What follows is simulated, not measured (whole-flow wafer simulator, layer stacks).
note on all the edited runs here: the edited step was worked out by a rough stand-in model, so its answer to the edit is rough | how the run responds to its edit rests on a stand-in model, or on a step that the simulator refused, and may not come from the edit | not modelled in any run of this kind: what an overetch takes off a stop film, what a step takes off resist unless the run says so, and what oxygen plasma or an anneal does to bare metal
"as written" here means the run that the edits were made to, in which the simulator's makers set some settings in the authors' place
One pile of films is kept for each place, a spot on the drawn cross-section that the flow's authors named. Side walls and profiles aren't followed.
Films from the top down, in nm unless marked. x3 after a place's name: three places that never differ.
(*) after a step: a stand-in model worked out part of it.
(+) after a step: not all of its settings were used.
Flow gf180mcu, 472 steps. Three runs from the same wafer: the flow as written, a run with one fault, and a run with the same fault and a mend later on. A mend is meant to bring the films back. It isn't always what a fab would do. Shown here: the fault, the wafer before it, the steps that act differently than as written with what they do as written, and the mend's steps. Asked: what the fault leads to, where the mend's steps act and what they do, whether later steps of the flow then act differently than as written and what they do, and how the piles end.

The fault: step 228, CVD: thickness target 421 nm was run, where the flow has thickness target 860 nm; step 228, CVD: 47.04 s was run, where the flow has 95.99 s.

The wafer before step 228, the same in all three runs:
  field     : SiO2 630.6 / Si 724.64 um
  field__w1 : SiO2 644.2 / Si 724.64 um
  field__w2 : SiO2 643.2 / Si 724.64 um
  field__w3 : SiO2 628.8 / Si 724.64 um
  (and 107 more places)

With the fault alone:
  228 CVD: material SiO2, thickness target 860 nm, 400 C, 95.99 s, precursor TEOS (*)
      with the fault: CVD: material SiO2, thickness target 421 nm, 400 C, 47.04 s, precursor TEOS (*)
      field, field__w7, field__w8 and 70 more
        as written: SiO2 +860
        with the fault: SiO2 +430.6
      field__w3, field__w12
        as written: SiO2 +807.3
        with the fault: SiO2 +408
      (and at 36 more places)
  Later steps of the flow that act differently than as written:
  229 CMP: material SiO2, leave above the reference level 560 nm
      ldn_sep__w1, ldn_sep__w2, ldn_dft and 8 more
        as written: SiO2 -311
        with the fault: nothing
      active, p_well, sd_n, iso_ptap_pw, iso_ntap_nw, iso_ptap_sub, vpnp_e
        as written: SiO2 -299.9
        with the fault: nothing
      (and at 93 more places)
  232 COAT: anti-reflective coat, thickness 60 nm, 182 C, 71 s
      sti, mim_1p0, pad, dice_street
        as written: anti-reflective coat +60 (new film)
        with the fault: anti-reflective coat +62.2 (new film)
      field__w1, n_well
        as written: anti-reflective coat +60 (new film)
        with the fault: anti-reflective coat +69.7 (new film)
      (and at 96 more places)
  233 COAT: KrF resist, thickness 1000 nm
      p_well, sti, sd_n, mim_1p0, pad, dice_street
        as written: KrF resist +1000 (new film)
        with the fault: KrF resist +1021.1 (new film)
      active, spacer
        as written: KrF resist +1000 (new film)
        with the fault: KrF resist +972.3 (new film)
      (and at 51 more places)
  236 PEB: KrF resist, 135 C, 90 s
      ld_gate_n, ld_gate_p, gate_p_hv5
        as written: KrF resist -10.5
        with the fault: KrF resist -9.7
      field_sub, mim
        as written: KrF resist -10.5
        with the fault: KrF resist -11.5
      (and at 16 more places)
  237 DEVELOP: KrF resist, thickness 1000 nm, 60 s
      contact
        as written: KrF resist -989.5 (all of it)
        with the fault: KrF resist -1023.7 (all of it)
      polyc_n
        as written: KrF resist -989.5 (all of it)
        with the fault: KrF resist -938 (all of it)
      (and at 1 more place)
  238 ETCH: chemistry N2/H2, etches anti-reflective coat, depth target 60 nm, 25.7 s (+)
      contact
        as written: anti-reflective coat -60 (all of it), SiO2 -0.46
        with the fault: anti-reflective coat -61.3 (all of it), SiO2 -0.43
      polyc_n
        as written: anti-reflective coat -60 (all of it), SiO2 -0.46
        with the fault: anti-reflective coat -16.1 (all of it), SiO2 -1.59
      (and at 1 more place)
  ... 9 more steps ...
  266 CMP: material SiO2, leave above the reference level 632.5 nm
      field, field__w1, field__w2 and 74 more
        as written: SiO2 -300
        with the fault: SiO2 -287.7
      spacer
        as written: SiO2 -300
        with the fault: SiO2 -275.5
  At the end the piles differ from the flow's by more than 2% or 0.5 nm, whichever is larger, at field, field__w1, field__w2 and 80 more.
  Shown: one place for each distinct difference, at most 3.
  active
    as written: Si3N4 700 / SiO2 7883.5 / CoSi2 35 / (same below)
    with the fault: Si3N4 700 / SiO2 7042.5 / W 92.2 / TiN 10 / Ti 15 / SiO2 727.2 / CoSi2 35 / (same below)
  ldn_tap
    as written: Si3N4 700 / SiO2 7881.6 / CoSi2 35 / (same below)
    with the fault: Si3N4 700 / SiO2 7042.5 / W 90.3 / TiN 10 / Ti 15 / SiO2 727.2 / CoSi2 35 / (same below)
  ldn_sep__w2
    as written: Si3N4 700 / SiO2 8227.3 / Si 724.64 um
    with the fault: Si3N4 700 / SiO2 7042.5 / W 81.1 / TiN 10 / Ti 15 / SiO2 1082 / Si 724.64 um

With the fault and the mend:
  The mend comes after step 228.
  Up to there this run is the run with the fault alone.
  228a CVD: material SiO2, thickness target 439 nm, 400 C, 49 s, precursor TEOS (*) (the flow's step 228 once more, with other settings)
      field, field__w7, field__w8 and 72 more
        SiO2 +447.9
      field_sub__w1, field_sub__w4, field_sub__w5
        SiO2 +436.1
      field__w1, contact
        SiO2 +439.4
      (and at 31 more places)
  Later steps of the flow that act differently than as written:
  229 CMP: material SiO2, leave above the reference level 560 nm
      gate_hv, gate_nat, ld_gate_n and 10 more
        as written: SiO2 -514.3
        with the mend: SiO2 -532.8
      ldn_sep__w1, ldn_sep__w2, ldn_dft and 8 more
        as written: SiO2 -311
        with the mend: SiO2 -329.5
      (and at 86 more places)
  At the end the piles are the same as the flow's at every place that both follow.
